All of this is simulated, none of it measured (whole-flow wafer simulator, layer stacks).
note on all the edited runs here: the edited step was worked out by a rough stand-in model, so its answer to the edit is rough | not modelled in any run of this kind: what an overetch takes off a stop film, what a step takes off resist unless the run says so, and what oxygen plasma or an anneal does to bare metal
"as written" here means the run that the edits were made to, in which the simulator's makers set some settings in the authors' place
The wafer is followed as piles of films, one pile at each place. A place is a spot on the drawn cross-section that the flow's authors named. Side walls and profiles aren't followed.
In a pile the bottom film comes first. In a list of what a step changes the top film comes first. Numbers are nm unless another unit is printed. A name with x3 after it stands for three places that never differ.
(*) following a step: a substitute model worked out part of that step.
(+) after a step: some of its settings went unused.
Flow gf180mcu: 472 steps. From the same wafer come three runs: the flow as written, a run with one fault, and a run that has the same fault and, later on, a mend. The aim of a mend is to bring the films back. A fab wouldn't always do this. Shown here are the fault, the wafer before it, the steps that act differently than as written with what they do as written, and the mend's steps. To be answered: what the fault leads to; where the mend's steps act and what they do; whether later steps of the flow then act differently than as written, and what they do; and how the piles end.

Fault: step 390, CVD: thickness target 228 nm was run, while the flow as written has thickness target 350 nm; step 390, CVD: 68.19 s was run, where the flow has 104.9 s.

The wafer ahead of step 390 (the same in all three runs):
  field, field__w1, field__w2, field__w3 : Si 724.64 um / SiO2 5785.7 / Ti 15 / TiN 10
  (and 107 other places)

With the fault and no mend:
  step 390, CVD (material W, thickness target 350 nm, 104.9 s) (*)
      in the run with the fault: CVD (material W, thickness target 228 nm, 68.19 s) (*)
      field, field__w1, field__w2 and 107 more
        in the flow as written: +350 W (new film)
        in the run with the fault: +228.5 W (new film)
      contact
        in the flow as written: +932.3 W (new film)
        in the run with the fault: +810.8 W (new film)
  Steps later in the flow that act otherwise than as written:
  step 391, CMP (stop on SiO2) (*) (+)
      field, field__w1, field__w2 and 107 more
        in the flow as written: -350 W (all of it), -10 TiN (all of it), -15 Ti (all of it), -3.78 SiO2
        in the run with the fault: -228.5 W (all of it), -10 TiN (all of it), -15 Ti (all of it), -2.56 SiO2
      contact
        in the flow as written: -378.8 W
        in the run with the fault: -256.1 W
  At the end the piles are close to the flow's at the places that both follow, differing by at most 2% or 0.5 nm, whichever is larger.

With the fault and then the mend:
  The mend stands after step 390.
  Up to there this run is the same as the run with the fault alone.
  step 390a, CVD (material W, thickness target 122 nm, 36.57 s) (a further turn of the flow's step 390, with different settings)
      field, field__w1, field__w2 and 108 more
        +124 W
  Later steps of the flow that are run all act as written at every place that is followed, up to a difference of at most 2% or 0.5 nm, whichever is larger.
  At the end the piles are close to the flow's at the places that both follow, differing by at most 2% or 0.5 nm, whichever is larger.
